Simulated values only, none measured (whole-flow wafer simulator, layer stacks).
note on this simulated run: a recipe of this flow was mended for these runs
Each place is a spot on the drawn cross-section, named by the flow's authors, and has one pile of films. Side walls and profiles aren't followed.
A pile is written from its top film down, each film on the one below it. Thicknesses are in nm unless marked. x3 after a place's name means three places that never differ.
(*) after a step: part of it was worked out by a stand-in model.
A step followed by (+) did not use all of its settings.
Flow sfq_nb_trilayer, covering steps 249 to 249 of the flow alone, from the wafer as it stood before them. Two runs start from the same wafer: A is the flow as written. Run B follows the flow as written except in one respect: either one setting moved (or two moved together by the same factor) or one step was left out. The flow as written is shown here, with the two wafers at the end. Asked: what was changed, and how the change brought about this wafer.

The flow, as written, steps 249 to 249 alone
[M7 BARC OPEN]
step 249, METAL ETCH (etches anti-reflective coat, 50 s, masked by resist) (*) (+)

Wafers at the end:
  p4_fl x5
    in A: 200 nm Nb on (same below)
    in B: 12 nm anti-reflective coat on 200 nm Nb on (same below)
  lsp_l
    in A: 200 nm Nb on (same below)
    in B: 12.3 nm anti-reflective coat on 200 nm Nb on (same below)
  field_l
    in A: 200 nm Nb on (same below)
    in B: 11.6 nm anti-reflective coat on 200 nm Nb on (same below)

Cause: step 249, METAL ETCH: 20 s was run, whereas the flow has 50 s.

The path from the change to this, step by step:
  step 249, METAL ETCH (etches anti-reflective coat, 50 s, masked by resist) (*) (+)
      p4_fl x5, p4_w1 x9, p3_s0 x11 and 35 more: A anti-reflective coat loses 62 (all of it) | B anti-reflective coat loses 50
      lsp_l, l0_sur, l0v: A anti-reflective coat loses 62.3 (all of it) | B anti-reflective coat loses 50
      (as well as at 43 more places)
